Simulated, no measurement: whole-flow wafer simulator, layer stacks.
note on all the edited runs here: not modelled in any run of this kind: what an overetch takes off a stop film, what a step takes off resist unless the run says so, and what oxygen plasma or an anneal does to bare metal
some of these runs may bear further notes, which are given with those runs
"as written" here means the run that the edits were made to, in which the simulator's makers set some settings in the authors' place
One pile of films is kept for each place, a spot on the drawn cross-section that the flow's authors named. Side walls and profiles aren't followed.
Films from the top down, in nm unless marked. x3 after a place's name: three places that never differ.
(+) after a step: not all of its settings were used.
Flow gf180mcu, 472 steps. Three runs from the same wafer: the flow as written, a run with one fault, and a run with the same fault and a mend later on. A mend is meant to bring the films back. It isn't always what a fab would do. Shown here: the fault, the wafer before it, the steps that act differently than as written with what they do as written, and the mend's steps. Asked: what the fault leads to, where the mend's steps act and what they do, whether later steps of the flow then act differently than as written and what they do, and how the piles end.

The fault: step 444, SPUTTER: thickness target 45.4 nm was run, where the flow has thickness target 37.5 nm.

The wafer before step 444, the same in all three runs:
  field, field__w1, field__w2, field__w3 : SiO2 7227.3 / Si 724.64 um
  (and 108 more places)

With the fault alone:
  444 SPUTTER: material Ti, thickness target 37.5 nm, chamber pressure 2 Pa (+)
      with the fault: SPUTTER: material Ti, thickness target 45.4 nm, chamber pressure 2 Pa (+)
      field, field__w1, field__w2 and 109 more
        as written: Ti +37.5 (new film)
        with the fault: Ti +45.4 (new film)
  Later steps of the flow that act differently than as written (4 more steps differ only slightly, by at most 2% or 0.5 nm, whichever is larger, and aren't shown):
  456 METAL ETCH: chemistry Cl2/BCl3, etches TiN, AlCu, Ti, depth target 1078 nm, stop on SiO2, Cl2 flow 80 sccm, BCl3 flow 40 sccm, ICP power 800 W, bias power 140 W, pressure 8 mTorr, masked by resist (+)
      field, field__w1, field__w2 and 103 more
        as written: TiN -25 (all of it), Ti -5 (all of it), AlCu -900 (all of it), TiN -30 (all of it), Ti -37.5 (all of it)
        with the fault: TiN -25 (all of it), Ti -5 (all of it), AlCu -900 (all of it), TiN -30 (all of it), Ti -45.4 (all of it)
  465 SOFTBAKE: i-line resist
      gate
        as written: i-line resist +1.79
        with the fault: i-line resist -0.3
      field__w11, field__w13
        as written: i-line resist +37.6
        with the fault: i-line resist +31.4
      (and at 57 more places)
  At the end the piles differ from the flow's by more than 2% or 0.5 nm, whichever is larger, at field__w8, contact, m1, m1__w1, pad, m1_nw.
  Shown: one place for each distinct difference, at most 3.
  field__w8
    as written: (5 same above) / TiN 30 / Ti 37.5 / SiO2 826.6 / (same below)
    with the fault: (5 same above) / TiN 30 / Ti 45.4 / SiO2 826.6 / (same below)
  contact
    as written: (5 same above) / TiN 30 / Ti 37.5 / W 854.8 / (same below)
    with the fault: (5 same above) / TiN 30 / Ti 45.4 / W 854.8 / (same below)
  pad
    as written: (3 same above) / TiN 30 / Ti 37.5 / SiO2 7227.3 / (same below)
    with the fault: (3 same above) / TiN 30 / Ti 45.4 / SiO2 7227.3 / (same below)

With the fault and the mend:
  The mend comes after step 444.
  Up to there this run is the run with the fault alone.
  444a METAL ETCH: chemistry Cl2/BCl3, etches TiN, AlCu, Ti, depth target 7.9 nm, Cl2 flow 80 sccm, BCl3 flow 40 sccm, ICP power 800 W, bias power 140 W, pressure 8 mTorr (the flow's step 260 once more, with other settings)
      field, field__w1, field__w2 and 109 more
        Ti -7.9
  No later step of the flow acts differently than as written at any place that is followed.
  At the end the piles are the same as the flow's at every place that both follow.
